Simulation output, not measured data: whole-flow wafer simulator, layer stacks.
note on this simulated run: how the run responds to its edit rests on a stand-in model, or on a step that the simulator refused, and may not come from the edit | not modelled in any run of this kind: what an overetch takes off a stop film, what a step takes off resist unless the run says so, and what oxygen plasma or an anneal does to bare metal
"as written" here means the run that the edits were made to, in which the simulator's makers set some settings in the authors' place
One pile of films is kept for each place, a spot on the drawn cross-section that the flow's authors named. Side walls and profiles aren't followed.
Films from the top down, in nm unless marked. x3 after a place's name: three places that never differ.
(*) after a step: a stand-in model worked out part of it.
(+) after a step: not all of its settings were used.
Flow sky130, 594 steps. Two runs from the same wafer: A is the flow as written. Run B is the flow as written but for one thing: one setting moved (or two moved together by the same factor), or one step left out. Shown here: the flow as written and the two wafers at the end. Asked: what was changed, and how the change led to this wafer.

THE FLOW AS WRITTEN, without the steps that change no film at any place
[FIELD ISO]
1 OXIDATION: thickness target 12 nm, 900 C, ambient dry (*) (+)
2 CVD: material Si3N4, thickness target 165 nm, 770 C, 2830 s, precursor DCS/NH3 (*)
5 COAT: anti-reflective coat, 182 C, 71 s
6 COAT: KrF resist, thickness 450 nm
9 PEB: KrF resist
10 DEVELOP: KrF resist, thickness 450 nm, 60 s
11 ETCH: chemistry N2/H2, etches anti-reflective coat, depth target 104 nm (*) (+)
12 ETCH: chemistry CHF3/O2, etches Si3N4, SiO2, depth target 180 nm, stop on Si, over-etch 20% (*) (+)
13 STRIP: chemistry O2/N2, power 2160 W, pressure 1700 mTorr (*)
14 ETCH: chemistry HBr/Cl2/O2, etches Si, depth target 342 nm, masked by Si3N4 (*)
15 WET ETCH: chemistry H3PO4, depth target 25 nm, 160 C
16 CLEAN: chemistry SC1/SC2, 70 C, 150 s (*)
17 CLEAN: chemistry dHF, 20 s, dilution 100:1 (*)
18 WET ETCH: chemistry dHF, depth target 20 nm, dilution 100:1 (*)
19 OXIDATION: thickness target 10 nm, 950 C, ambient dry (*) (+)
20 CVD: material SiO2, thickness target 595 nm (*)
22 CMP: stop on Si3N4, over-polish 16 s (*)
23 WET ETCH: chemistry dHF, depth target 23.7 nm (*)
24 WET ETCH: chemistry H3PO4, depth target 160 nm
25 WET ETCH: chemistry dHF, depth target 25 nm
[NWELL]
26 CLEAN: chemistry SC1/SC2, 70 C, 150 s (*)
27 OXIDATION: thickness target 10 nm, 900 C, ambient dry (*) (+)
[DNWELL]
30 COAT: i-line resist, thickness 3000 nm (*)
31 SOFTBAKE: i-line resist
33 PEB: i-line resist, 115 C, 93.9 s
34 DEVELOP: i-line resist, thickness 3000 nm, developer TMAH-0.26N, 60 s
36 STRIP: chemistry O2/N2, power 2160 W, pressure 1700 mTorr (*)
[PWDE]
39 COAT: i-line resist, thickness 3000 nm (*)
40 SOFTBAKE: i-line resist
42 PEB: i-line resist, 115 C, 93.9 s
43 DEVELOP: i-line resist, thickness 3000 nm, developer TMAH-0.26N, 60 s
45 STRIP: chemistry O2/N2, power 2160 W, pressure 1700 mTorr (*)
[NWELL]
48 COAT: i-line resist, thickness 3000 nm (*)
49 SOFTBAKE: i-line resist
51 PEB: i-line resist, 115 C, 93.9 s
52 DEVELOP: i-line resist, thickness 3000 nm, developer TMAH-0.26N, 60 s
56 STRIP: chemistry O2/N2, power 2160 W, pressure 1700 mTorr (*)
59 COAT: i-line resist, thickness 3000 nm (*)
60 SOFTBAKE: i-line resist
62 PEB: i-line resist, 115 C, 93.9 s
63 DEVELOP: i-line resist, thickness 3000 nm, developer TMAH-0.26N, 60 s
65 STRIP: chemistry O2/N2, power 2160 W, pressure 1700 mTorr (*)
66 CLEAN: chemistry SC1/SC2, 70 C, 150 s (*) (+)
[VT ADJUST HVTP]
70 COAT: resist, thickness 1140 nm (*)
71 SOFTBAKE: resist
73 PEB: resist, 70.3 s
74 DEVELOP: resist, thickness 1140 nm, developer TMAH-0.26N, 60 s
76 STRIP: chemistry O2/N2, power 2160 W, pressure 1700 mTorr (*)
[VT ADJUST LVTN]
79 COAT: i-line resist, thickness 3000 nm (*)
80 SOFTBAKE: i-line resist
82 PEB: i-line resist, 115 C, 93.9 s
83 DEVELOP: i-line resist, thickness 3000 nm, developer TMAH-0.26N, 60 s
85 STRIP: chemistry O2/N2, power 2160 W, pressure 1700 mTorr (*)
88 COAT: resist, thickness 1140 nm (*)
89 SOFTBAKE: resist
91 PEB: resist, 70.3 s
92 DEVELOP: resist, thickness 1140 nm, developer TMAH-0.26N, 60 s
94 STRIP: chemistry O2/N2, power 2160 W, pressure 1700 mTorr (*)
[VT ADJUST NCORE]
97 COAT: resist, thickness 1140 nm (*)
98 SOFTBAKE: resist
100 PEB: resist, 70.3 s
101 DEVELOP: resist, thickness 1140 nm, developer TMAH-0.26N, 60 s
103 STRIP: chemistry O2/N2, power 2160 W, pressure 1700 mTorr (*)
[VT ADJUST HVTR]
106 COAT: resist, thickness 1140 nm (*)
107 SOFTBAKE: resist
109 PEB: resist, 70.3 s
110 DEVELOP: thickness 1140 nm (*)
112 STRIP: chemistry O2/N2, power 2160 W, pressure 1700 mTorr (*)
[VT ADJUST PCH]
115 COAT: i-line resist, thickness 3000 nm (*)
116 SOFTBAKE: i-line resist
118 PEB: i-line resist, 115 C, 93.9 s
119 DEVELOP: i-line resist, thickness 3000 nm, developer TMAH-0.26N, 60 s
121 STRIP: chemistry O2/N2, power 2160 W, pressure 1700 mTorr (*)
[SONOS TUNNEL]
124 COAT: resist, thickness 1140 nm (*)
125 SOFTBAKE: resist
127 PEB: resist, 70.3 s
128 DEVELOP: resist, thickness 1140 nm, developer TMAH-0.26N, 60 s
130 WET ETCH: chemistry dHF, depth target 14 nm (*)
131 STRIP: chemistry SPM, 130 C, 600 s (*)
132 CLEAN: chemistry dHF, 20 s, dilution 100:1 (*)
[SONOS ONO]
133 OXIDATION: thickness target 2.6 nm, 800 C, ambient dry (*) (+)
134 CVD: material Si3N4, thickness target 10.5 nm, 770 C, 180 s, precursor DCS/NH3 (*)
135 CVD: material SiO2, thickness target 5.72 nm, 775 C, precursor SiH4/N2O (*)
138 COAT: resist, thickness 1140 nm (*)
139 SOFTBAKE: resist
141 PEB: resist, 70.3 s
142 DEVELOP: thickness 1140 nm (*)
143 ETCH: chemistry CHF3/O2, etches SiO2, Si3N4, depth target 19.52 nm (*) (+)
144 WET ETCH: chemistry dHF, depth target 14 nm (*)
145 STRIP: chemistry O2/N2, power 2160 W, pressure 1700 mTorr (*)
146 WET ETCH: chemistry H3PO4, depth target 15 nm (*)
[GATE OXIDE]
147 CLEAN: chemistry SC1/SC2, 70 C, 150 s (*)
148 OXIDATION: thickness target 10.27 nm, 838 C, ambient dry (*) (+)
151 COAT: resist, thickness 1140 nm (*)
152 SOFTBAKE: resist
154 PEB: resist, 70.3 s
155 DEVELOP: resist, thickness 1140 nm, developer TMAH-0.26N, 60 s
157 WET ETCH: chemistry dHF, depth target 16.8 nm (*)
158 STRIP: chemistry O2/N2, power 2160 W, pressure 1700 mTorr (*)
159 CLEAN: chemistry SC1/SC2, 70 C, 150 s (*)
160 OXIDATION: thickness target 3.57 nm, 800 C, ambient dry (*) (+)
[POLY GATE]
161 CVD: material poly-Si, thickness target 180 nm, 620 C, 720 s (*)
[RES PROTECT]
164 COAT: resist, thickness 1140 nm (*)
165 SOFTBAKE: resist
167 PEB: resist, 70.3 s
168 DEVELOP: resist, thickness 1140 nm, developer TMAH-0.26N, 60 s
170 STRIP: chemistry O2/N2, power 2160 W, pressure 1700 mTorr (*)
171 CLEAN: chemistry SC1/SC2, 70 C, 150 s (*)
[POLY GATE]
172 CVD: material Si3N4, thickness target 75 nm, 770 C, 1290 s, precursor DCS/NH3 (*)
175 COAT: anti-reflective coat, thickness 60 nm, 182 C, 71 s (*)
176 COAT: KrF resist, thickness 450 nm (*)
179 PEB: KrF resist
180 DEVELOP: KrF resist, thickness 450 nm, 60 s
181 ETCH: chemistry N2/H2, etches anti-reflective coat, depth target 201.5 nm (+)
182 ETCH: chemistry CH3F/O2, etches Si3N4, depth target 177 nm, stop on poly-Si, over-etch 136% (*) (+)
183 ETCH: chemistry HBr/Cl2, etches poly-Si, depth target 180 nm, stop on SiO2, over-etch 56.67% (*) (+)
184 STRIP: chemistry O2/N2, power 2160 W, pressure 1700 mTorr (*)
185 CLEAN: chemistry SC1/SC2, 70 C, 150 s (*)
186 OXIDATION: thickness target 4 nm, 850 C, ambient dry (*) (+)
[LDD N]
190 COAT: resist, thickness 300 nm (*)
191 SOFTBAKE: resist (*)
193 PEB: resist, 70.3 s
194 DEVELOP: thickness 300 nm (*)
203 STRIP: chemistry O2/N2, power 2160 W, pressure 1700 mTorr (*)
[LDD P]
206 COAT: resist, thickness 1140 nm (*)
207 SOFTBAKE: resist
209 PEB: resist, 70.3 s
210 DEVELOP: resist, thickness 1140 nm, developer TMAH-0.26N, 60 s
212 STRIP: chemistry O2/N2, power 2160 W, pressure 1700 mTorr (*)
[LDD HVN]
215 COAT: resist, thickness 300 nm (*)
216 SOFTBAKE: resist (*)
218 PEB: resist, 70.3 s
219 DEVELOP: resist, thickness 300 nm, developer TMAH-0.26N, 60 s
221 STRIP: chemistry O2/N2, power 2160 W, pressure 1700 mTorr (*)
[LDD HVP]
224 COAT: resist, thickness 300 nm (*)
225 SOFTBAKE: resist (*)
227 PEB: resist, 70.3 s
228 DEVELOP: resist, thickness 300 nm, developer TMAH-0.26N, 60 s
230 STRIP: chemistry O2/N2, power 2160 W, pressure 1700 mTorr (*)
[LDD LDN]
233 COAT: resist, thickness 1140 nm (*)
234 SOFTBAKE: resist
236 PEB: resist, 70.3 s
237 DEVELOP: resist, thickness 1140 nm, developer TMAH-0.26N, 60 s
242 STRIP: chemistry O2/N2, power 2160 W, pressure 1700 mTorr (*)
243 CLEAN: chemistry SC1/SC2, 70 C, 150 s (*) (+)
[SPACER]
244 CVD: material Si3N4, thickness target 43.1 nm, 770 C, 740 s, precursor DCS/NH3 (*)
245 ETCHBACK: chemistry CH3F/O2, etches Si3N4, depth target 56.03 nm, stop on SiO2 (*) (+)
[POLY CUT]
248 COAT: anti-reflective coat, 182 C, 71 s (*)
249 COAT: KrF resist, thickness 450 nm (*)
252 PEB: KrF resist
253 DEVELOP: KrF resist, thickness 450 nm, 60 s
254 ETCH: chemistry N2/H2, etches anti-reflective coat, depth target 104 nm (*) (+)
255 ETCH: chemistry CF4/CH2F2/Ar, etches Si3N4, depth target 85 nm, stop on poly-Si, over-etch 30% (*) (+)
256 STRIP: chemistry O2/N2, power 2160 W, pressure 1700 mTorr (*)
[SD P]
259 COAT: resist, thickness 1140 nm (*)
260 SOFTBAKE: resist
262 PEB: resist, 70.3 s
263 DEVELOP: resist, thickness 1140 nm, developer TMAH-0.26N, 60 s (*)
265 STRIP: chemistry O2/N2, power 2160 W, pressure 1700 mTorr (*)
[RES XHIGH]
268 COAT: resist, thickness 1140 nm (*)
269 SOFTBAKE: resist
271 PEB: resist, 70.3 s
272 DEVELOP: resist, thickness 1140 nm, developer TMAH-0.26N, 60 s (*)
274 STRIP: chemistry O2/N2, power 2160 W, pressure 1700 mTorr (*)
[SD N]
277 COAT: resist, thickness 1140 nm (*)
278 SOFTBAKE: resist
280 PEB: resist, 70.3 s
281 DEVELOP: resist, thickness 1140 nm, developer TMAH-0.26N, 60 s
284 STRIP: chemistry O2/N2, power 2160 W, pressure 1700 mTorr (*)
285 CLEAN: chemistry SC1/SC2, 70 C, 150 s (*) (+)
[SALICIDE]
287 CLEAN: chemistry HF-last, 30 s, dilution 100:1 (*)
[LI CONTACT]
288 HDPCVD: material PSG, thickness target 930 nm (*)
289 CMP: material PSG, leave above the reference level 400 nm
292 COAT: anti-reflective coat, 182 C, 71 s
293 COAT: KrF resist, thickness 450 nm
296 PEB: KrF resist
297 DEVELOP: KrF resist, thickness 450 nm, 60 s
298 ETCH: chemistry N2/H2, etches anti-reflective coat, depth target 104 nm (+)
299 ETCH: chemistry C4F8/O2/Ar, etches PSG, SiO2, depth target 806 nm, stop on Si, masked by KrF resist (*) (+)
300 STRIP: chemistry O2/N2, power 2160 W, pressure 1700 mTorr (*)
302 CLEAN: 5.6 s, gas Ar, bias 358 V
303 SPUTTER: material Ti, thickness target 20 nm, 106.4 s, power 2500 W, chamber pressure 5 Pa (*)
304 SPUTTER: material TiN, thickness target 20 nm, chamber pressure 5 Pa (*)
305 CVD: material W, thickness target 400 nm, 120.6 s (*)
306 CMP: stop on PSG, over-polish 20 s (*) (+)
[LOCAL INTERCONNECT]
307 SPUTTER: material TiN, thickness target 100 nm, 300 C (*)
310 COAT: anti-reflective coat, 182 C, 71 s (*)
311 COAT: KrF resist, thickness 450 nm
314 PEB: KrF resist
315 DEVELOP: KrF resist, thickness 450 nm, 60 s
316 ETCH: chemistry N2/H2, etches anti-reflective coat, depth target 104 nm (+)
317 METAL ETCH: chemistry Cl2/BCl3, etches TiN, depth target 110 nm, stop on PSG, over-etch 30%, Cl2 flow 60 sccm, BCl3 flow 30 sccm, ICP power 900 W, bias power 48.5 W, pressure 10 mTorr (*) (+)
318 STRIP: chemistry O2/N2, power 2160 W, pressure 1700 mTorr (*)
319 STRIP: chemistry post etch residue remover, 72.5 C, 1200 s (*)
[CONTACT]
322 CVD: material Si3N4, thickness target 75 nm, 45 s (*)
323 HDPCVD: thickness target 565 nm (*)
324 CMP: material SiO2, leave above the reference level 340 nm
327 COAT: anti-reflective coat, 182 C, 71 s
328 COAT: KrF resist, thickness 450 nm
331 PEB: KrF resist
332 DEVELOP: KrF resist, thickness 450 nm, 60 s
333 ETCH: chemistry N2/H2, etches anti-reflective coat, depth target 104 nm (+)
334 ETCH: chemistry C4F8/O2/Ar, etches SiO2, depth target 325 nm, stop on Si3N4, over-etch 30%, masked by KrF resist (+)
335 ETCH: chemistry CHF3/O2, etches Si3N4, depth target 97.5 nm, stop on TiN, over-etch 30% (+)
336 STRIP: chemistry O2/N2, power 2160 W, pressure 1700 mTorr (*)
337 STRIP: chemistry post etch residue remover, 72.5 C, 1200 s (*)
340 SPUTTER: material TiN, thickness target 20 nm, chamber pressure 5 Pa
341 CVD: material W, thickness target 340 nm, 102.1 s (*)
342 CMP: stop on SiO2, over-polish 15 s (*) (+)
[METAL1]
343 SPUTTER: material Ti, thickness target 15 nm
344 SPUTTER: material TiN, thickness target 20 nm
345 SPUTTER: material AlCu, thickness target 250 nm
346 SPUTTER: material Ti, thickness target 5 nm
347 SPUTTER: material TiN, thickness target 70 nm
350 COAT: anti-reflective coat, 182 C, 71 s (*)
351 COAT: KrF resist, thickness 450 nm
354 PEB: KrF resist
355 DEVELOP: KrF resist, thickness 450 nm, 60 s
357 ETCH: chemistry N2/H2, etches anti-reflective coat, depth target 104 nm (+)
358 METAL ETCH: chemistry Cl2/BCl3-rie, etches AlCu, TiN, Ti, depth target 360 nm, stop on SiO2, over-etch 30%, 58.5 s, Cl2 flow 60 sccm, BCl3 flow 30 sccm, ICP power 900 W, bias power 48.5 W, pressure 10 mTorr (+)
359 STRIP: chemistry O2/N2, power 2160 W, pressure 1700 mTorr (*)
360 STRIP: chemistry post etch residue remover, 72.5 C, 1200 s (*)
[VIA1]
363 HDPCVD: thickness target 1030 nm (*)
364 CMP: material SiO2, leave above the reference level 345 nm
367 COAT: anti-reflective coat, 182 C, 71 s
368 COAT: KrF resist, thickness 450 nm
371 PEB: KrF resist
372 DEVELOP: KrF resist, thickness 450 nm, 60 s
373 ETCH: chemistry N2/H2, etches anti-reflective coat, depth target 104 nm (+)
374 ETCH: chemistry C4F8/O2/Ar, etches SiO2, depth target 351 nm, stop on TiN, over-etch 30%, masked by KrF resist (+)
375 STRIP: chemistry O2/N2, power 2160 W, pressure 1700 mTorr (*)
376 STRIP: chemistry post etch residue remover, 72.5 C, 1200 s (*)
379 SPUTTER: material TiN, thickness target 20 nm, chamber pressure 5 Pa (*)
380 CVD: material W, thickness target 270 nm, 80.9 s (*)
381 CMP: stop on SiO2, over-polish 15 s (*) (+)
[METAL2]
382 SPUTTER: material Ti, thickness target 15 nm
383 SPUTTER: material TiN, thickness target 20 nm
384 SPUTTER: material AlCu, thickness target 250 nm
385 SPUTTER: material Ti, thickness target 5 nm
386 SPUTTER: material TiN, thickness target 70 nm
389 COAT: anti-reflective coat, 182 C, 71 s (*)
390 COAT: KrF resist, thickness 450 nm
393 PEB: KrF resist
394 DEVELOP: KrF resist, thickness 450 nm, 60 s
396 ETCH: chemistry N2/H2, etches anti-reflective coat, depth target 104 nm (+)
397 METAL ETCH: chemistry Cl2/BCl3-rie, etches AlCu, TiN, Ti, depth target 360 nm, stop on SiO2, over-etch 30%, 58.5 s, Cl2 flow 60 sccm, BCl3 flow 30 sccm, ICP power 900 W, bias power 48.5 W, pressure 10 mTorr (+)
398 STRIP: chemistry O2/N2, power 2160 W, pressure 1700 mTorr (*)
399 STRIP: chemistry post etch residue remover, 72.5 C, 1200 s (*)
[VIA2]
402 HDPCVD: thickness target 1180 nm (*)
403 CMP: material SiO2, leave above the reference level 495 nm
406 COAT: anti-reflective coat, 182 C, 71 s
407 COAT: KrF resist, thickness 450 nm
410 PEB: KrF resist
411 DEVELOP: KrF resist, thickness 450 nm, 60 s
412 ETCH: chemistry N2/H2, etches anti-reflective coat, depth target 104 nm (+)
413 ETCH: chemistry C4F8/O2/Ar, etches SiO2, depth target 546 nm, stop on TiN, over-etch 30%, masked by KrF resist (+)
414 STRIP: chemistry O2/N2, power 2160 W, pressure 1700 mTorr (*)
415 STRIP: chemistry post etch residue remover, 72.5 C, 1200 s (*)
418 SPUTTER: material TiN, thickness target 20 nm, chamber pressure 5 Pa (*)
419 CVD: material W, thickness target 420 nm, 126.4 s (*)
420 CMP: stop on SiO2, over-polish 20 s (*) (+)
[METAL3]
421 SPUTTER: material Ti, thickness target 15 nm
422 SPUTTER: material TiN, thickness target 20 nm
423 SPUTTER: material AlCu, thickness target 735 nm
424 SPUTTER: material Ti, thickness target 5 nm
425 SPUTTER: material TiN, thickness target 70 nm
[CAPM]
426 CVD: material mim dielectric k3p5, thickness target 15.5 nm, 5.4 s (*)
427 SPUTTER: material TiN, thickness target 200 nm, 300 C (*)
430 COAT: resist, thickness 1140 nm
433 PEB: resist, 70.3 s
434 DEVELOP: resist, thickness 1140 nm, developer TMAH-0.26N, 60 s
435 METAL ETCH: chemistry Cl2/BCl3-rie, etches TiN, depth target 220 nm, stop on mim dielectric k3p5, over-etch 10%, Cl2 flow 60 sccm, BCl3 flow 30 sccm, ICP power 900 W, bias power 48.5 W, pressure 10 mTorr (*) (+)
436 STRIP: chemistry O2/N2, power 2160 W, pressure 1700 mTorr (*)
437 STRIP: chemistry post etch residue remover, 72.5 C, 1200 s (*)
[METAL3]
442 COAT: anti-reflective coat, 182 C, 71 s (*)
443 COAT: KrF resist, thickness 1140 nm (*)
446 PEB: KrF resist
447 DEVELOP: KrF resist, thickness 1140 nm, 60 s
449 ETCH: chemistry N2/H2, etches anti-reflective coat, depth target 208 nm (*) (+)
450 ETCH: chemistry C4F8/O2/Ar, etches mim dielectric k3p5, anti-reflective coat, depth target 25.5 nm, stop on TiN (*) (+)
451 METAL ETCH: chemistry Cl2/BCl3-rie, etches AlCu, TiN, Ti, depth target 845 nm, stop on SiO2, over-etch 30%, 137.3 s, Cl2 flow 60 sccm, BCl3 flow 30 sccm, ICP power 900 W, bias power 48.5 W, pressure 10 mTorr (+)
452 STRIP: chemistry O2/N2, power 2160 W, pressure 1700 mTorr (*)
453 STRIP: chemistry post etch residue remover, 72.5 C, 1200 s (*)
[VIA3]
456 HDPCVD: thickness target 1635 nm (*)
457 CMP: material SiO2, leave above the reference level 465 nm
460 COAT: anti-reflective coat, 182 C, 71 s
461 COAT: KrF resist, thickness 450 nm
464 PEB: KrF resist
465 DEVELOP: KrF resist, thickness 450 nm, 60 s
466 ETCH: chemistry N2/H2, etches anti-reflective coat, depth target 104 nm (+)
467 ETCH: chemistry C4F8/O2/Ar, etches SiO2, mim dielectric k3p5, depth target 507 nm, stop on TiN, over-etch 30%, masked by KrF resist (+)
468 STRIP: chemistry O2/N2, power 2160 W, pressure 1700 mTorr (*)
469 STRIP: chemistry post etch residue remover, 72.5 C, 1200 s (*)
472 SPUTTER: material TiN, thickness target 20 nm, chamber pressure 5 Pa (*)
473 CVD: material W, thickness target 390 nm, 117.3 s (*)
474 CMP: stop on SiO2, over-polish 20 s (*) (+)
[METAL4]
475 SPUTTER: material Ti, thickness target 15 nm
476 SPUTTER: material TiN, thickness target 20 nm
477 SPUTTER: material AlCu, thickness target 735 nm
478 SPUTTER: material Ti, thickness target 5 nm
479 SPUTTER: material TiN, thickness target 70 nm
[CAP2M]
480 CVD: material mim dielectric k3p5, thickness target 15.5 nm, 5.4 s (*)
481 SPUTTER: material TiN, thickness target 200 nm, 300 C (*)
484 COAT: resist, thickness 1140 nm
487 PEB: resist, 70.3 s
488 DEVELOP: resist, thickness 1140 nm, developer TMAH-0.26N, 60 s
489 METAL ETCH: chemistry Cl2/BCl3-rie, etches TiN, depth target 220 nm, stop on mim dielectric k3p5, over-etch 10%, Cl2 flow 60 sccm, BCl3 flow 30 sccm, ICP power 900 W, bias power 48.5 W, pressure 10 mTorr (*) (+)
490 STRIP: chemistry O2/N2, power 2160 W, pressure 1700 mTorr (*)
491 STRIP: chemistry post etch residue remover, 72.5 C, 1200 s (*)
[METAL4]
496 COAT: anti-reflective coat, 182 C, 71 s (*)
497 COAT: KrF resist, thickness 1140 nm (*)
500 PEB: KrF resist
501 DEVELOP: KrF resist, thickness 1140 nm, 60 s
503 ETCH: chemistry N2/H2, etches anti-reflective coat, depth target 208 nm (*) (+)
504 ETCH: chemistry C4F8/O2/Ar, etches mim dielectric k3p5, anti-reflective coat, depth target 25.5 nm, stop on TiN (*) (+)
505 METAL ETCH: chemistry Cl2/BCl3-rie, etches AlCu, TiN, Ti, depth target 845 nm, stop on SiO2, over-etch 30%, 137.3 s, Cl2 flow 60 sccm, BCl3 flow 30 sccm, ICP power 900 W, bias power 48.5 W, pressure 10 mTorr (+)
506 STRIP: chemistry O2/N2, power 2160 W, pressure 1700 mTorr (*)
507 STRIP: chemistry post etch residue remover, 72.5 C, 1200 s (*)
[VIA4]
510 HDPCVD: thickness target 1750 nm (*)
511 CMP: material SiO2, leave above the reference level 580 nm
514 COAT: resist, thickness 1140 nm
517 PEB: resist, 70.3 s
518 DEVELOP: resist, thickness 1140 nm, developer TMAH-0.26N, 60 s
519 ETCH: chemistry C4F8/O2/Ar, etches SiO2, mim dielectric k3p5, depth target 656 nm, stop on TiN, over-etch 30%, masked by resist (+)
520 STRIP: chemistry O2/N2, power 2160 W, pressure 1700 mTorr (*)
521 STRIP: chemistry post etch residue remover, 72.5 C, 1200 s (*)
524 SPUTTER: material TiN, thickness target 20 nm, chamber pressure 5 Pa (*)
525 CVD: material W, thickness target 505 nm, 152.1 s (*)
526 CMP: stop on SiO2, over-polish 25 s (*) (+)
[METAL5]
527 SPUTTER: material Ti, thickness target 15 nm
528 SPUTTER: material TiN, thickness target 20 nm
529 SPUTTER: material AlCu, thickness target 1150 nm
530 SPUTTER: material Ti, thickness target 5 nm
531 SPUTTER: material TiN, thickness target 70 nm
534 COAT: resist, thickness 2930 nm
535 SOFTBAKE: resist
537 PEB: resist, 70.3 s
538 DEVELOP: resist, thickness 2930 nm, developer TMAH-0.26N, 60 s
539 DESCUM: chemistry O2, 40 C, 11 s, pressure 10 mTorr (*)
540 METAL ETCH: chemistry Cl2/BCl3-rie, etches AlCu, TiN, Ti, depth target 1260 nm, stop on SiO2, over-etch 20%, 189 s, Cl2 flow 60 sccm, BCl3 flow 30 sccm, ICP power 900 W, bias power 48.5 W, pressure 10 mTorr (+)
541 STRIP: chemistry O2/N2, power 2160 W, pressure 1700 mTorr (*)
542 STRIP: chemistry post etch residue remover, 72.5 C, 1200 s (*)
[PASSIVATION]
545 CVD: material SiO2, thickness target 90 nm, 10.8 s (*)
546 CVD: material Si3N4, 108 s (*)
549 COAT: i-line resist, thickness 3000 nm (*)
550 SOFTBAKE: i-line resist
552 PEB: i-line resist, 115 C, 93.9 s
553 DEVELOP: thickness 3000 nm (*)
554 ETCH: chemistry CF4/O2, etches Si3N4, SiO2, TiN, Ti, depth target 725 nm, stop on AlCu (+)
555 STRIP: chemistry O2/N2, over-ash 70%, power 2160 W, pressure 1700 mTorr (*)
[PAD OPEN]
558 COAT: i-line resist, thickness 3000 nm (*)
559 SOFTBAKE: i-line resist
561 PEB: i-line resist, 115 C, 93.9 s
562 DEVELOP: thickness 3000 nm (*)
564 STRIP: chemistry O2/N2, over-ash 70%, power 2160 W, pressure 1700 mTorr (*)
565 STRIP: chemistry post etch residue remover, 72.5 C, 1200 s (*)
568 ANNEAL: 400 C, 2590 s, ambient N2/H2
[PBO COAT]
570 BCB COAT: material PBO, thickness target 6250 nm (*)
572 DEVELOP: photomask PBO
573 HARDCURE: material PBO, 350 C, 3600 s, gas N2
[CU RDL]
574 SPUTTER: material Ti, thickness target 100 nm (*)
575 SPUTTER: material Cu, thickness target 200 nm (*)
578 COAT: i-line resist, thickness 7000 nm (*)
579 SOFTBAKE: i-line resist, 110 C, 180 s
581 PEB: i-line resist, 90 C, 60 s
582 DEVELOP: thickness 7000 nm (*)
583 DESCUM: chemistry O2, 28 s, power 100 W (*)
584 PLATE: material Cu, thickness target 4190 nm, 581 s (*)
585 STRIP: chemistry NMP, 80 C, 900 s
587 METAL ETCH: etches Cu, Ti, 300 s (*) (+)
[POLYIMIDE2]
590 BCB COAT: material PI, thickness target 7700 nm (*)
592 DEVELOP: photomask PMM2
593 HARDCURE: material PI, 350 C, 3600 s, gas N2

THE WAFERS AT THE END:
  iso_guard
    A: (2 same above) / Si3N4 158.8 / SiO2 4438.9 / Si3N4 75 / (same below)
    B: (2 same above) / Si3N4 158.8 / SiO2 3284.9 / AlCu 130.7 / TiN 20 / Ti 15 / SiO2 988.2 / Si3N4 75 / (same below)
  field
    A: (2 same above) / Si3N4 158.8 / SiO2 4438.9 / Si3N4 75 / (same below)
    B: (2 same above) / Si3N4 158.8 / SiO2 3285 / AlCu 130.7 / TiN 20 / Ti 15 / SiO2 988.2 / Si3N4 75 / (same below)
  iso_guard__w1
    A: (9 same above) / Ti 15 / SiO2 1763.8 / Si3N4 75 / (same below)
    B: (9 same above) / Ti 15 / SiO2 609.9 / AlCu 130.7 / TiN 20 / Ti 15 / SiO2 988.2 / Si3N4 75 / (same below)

The cause: step 397, METAL ETCH: depth target 144 nm was run, where the flow has depth target 360 nm; step 397, METAL ETCH: 23.4 s was run, where the flow has 58.5 s.

How the change led to this, step by step:
  397 METAL ETCH: chemistry Cl2/BCl3-rie, etches AlCu, TiN, Ti, depth target 360 nm, stop on SiO2, over-etch 30%, 58.5 s, Cl2 flow 60 sccm, BCl3 flow 30 sccm, ICP power 900 W, bias power 48.5 W, pressure 10 mTorr (+)
      field, active, gate and 82 more: A TiN -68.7 (all of it), Ti -5 (all of it), AlCu -250 (all of it), TiN -20 (all of it), Ti -15 (all of it), SiO2 -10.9 | B TiN -68.7 (all of it), Ti -5 (all of it), AlCu -113.5
      n_well, p_well, gate_hv and 103 more: A KrF resist -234 | B KrF resist -93.6
  398 STRIP: chemistry O2/N2, power 2160 W, pressure 1700 mTorr (*)
      n_well, p_well, gate_hv and 101 more: A KrF resist -143.8 (all of it), anti-reflective coat -80 (all of it) | B KrF resist -284.2 (all of it), anti-reflective coat -80 (all of it)
      m1, via1_hole: A KrF resist -143.9 (all of it), anti-reflective coat -80.4 (all of it) | B KrF resist -284.3 (all of it), anti-reflective coat -80.4 (all of it)
  399 STRIP: chemistry post etch residue remover, 72.5 C, 1200 s (*)
      field, active, gate and 82 more: A nothing | B AlCu -5.72
  402 HDPCVD: thickness target 1180 nm (*)
      field, active, gate and 82 more: A SiO2 +1180 | B SiO2 +1180 (new film)
  403 CMP: material SiO2, leave above the reference level 495 nm
      field, active, gate and 82 more: A SiO2 -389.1 | B SiO2 -565.7
Counting metal films that touch as one body, iso_guard has 1 body; the flow as written gives 0 bodies.
Counting metal films that touch as one body, field has 1 body; the flow as written gives 0 bodies.
Counting metal films that touch as one body, iso_guard__w1 has 2 bodies (between them, from the top down: SiO2 609.9); the flow as written gives 1 body.
